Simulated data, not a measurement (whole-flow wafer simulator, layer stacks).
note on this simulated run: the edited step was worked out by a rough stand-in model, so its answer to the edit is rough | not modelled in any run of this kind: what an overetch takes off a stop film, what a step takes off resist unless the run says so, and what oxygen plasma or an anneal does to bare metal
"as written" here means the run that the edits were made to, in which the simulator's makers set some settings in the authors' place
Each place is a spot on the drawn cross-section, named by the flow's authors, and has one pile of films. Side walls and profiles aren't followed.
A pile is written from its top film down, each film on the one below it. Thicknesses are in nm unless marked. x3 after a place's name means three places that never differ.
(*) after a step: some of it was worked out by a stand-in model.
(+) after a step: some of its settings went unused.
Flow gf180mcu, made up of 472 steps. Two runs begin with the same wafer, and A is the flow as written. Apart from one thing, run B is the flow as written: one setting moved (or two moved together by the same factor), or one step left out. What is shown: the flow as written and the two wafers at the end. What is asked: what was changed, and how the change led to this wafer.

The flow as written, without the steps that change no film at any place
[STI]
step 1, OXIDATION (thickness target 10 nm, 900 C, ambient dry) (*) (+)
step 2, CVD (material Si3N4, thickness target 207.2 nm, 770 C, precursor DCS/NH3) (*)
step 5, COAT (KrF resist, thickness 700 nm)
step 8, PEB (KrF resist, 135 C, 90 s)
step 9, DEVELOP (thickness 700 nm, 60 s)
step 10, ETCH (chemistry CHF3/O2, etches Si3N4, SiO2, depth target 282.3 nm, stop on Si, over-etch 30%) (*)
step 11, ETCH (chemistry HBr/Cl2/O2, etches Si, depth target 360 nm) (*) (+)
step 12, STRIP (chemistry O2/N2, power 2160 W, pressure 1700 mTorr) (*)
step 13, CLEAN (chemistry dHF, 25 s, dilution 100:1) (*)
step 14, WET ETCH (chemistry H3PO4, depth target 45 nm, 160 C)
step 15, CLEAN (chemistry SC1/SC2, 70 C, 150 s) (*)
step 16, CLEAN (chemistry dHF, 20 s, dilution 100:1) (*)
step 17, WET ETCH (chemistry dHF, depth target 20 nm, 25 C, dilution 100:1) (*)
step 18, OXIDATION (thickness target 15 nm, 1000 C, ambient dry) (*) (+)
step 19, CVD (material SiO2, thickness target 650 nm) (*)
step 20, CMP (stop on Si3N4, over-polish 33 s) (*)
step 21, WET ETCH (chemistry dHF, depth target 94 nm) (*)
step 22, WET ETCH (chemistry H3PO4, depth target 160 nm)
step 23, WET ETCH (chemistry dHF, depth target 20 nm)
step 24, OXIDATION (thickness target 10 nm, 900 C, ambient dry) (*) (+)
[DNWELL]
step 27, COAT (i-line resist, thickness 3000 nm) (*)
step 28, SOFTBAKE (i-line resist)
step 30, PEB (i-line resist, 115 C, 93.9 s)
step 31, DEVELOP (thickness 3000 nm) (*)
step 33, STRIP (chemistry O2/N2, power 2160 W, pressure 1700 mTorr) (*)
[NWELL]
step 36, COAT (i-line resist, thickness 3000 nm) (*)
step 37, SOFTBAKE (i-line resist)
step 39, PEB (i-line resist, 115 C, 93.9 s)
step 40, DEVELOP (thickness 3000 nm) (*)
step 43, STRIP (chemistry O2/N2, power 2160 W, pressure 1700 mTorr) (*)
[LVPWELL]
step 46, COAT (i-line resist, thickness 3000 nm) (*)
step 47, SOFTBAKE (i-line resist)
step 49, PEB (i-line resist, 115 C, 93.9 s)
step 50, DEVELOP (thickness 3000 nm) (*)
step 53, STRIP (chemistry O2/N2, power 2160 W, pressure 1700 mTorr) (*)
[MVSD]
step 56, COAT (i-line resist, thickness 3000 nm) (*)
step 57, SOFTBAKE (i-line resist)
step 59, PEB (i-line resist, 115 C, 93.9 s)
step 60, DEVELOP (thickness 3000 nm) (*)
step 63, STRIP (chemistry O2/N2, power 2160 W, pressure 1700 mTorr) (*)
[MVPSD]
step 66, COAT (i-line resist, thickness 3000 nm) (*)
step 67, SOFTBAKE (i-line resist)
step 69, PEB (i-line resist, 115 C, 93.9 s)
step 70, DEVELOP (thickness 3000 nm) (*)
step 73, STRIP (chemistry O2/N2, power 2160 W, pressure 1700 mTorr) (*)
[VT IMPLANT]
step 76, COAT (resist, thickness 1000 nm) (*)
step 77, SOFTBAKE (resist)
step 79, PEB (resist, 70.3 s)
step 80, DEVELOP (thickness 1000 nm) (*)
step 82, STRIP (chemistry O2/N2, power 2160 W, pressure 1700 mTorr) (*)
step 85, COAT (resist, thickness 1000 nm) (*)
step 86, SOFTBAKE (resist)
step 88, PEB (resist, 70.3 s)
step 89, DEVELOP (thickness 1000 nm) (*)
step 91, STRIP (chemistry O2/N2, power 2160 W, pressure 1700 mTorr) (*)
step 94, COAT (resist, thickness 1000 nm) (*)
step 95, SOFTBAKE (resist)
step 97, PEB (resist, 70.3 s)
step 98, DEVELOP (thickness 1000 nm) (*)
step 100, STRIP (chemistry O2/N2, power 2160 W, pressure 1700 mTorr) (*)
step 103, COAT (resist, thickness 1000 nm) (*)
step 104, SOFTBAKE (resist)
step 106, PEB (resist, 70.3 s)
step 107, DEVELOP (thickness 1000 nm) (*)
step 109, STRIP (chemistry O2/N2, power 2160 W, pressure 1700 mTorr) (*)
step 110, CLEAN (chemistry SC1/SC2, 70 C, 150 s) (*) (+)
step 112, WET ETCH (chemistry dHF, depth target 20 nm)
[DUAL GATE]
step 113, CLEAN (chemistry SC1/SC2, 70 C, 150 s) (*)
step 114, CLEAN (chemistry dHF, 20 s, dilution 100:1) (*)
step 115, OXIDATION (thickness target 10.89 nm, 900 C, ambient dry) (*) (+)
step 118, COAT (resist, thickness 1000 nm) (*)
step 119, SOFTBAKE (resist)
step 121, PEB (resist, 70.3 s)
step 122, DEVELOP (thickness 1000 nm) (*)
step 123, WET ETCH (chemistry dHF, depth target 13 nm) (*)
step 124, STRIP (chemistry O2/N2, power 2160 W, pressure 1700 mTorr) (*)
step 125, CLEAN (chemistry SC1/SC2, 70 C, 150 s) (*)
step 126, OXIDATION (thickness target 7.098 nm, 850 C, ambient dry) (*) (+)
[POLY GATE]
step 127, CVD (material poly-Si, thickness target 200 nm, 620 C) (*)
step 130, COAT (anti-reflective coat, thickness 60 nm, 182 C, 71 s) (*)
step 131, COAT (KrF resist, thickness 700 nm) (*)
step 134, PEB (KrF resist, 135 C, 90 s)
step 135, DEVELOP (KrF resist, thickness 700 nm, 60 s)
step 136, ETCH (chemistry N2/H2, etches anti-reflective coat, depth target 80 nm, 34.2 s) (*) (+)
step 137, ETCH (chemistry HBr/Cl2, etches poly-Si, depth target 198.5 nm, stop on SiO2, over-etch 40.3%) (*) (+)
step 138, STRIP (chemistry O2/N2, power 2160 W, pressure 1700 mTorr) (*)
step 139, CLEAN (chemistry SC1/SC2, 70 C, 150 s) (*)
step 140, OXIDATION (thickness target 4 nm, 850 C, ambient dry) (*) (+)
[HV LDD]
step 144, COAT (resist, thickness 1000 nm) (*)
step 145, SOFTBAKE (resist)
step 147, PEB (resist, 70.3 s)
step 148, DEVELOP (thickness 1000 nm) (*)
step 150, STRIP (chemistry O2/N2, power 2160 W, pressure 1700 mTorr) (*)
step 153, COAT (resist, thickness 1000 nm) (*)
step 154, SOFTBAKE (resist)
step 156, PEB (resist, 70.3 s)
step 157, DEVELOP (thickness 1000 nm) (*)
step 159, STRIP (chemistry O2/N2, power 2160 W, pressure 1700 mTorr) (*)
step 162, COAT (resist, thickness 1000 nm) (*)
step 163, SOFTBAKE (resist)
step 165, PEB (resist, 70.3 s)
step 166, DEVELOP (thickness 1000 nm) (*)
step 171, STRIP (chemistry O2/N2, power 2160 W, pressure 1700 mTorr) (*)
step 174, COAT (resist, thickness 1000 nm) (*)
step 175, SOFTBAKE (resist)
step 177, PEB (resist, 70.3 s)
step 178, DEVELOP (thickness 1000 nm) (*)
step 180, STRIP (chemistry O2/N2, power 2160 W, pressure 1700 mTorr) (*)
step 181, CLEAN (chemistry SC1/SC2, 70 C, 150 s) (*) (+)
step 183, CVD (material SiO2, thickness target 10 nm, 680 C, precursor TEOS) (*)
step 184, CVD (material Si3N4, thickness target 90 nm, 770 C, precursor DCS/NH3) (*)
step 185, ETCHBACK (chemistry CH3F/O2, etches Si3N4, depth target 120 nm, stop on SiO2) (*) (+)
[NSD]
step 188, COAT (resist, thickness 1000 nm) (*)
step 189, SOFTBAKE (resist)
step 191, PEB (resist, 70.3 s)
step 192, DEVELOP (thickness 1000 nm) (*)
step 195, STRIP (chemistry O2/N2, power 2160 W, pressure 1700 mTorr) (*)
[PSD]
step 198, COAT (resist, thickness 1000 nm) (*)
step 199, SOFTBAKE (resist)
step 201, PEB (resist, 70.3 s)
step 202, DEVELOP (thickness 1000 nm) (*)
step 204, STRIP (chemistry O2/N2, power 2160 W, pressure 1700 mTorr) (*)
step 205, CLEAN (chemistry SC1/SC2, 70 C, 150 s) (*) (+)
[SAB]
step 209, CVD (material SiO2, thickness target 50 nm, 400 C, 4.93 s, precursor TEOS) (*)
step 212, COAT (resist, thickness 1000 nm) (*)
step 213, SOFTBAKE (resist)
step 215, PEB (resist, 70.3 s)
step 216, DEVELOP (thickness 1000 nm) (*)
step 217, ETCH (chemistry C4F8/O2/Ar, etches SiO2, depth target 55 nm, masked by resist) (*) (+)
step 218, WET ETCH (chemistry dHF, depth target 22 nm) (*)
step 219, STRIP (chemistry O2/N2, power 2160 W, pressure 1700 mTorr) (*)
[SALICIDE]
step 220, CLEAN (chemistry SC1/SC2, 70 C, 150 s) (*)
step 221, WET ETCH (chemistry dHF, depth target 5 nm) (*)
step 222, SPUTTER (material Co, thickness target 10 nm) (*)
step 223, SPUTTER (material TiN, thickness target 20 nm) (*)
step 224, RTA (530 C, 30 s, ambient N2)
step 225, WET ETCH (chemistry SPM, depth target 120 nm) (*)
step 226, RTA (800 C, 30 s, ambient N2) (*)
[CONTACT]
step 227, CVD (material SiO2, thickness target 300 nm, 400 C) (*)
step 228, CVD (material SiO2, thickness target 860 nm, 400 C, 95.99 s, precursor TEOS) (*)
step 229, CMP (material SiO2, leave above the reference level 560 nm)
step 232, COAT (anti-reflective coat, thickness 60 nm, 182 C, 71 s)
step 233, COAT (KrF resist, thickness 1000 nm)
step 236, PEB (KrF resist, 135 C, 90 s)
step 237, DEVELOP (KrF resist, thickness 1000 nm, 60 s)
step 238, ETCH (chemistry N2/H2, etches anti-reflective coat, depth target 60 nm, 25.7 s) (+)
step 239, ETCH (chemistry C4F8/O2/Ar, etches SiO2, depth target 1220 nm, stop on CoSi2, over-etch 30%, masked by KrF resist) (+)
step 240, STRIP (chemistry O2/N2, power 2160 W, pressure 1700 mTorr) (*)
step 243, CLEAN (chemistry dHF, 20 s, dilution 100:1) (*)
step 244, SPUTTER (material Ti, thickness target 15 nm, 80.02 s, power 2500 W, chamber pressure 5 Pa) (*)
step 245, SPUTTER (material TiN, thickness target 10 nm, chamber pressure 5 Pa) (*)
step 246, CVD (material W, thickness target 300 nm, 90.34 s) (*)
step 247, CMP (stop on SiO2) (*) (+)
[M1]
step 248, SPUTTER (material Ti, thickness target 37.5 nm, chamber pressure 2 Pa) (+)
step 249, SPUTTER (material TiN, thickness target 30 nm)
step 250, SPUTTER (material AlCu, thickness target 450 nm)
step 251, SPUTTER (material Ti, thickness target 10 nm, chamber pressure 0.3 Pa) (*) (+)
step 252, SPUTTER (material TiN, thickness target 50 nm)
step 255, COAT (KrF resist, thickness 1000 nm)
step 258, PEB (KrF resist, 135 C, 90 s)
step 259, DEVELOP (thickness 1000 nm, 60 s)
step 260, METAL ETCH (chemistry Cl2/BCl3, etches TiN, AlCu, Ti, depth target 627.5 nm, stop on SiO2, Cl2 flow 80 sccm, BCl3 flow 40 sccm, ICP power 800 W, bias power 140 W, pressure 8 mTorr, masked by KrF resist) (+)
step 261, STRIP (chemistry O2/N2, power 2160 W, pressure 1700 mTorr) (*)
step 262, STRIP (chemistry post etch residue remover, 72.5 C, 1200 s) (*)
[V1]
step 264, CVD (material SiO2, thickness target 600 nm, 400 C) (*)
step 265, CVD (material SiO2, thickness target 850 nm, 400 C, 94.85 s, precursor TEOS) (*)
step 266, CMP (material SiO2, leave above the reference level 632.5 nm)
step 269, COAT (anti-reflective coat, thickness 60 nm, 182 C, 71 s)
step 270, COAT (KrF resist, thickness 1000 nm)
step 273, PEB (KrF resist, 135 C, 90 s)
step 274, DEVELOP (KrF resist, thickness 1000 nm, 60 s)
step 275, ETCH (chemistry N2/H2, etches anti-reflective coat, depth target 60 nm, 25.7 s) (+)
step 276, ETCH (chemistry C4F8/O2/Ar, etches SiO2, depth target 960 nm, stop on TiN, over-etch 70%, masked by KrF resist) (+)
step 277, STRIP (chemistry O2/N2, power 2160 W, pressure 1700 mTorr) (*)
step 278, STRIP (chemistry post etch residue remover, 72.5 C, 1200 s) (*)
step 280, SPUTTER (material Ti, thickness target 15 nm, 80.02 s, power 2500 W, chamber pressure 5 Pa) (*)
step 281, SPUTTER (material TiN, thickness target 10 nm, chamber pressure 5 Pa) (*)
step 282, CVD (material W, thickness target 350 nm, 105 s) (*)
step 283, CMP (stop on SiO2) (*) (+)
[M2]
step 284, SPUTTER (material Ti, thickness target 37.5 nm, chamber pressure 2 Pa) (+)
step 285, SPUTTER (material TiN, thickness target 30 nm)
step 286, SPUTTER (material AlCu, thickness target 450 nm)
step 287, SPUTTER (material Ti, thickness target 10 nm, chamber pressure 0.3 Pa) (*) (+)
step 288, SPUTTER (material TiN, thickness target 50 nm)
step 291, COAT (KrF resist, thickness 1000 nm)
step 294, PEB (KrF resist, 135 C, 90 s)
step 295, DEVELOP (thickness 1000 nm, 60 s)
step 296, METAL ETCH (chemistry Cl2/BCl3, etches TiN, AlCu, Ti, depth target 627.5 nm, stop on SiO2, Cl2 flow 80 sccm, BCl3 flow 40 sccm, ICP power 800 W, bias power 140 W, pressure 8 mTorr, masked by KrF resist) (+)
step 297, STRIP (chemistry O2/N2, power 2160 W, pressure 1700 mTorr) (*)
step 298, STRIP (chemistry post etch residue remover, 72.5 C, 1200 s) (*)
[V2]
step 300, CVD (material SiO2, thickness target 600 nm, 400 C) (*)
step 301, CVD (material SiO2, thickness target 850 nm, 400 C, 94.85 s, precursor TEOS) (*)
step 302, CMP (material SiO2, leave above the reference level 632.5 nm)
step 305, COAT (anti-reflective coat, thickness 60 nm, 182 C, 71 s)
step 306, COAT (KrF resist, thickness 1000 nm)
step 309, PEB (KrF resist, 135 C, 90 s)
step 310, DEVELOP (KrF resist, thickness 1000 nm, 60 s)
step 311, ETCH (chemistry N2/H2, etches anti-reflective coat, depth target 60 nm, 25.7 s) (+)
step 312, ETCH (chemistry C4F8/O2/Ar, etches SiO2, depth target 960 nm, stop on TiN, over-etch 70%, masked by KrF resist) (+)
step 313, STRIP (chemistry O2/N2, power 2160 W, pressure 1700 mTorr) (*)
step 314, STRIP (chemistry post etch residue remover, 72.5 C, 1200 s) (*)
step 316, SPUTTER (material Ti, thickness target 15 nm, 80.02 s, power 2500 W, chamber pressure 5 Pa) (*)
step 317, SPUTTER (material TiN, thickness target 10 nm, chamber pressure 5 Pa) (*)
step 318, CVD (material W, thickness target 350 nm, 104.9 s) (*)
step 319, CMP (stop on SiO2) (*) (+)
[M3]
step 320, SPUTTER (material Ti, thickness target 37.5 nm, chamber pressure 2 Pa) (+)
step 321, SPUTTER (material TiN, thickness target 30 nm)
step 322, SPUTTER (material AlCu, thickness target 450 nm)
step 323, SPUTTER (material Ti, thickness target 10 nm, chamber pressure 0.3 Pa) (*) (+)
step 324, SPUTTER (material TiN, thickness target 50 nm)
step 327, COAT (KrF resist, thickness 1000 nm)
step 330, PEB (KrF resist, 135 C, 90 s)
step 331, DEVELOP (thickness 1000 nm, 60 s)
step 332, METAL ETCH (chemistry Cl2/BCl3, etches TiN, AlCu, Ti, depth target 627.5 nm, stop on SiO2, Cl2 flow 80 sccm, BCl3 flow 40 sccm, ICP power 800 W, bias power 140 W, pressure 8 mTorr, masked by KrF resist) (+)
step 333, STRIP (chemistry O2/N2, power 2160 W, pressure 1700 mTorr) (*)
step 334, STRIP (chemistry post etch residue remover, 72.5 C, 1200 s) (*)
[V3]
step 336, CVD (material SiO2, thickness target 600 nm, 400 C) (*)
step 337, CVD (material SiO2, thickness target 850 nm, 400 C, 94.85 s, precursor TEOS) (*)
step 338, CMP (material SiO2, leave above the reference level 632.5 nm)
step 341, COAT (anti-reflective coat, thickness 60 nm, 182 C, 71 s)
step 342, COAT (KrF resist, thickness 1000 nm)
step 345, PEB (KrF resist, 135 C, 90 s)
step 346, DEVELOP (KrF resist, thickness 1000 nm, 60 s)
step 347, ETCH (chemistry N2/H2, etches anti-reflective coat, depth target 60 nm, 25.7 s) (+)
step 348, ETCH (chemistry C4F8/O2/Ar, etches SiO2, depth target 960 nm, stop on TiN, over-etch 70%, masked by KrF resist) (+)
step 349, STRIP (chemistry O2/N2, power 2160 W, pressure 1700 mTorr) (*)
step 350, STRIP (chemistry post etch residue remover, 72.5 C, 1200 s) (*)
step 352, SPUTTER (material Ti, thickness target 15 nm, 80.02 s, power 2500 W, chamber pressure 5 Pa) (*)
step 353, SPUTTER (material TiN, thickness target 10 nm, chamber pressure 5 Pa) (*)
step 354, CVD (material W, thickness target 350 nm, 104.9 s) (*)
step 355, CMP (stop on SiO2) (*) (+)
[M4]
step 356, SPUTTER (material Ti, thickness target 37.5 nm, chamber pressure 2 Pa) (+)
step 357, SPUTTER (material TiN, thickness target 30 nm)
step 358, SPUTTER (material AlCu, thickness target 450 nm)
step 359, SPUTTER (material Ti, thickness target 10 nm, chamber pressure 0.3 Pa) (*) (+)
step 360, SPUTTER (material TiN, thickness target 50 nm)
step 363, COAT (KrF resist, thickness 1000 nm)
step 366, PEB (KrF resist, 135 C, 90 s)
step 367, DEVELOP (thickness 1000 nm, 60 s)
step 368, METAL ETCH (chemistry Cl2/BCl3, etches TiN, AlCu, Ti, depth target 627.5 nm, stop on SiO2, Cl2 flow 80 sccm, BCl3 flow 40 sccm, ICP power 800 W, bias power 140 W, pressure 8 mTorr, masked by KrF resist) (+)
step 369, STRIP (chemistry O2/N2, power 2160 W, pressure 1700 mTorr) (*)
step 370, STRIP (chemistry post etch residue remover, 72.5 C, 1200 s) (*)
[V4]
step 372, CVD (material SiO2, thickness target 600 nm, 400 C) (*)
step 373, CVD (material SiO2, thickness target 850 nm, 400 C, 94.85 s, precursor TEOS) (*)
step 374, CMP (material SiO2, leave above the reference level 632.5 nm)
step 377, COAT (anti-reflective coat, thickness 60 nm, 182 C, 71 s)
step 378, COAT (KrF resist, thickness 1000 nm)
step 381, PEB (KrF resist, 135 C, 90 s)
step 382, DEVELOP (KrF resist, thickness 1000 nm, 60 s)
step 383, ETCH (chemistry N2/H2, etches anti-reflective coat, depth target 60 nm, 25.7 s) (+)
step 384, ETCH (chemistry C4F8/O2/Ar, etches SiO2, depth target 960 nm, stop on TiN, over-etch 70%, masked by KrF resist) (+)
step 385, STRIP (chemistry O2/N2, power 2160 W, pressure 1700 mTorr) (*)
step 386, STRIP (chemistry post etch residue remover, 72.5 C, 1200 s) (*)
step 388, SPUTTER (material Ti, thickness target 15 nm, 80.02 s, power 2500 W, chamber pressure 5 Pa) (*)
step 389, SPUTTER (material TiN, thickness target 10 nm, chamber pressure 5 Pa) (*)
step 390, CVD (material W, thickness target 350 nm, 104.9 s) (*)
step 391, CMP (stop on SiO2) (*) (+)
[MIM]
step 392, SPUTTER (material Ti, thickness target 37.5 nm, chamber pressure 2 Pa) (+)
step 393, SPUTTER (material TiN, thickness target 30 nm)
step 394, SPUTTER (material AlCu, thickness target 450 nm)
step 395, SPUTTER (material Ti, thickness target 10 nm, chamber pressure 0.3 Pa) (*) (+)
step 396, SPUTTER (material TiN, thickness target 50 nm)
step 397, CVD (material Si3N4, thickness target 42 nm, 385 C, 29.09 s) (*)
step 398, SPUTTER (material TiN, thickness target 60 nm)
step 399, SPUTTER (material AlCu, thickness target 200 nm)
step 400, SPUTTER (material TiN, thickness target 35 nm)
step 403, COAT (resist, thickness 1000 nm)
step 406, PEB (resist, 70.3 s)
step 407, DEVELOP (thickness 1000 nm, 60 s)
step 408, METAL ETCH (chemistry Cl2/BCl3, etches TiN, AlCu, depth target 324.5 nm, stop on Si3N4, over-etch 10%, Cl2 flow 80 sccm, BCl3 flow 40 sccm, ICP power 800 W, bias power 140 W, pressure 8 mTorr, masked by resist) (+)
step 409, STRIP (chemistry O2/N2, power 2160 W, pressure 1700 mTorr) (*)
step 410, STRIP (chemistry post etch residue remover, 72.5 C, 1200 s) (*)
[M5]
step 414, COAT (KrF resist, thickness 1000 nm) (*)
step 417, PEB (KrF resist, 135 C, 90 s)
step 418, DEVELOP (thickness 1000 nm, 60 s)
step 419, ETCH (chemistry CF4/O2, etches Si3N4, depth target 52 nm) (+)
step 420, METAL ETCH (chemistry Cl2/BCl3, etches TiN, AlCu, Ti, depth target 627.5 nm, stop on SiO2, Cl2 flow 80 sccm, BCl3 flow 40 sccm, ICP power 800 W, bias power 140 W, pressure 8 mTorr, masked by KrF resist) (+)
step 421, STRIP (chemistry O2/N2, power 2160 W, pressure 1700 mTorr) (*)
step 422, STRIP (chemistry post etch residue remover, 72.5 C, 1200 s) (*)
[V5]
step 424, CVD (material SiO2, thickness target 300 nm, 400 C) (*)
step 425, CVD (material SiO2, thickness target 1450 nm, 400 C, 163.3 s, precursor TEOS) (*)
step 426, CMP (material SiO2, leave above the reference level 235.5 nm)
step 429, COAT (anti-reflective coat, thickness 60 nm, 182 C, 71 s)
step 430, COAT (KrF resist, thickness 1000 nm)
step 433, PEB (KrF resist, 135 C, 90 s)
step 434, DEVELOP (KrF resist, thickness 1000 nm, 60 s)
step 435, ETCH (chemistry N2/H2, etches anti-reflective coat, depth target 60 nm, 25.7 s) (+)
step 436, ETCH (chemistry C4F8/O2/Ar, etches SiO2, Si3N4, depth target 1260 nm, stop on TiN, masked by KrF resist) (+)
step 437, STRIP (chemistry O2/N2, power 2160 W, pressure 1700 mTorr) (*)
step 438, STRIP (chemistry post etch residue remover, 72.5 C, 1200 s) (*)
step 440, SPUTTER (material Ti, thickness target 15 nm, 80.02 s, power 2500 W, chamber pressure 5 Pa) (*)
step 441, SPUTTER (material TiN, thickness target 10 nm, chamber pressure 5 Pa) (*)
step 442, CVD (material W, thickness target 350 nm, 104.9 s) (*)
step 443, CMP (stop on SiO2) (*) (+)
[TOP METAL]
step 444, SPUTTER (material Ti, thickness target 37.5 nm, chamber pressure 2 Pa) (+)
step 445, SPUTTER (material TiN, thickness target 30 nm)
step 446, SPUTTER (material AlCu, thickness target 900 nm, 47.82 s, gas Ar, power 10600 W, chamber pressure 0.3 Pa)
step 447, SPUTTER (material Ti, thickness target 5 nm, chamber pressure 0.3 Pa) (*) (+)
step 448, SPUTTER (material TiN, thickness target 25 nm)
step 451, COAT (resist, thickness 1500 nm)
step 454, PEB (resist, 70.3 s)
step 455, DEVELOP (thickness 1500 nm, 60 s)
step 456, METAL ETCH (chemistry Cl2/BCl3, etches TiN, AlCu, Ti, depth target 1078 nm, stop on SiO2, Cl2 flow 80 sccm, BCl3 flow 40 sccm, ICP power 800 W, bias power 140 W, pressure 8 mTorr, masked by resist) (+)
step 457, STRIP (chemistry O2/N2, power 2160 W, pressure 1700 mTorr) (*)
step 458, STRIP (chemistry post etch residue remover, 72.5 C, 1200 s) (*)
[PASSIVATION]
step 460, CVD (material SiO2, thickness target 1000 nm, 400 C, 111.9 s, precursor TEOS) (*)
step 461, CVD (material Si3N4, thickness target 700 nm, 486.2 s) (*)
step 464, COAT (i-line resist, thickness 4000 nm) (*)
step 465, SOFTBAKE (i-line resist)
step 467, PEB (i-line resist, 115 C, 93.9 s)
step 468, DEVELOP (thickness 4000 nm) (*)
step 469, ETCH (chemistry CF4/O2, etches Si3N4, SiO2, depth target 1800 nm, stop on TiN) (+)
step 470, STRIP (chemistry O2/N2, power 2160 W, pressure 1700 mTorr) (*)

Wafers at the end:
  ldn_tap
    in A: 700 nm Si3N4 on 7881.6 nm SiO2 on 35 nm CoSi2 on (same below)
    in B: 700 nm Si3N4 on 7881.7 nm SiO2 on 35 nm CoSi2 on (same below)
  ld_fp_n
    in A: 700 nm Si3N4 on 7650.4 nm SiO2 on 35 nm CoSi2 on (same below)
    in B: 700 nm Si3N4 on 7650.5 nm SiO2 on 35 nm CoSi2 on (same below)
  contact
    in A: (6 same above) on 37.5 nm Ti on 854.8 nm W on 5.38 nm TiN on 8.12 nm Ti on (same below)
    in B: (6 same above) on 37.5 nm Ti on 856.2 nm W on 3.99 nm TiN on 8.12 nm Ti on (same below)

What caused this: step 441, SPUTTER: thickness target 7.4 nm was run, whereas the flow has thickness target 10 nm.

The path from the change to this, step by step:
  step 441, SPUTTER (material TiN, thickness target 10 nm, chamber pressure 5 Pa) (*)
      field, field__w1, field__w2 and 108 more: A TiN gains 10 (new film) | B TiN gains 7.4 (new film)
      contact: A TiN gains 5.38 (new film) | B TiN gains 3.99 (new film)
  step 443, CMP (stop on SiO2) (*) (+)
      field, field__w1, field__w2 and 108 more: A W loses 350 (all of it), TiN loses 10 (all of it), Ti loses 15 (all of it), SiO2 loses 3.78 | B W loses 350 (all of it), TiN loses 7.4 (all of it), Ti loses 15 (all of it), SiO2 loses 3.76
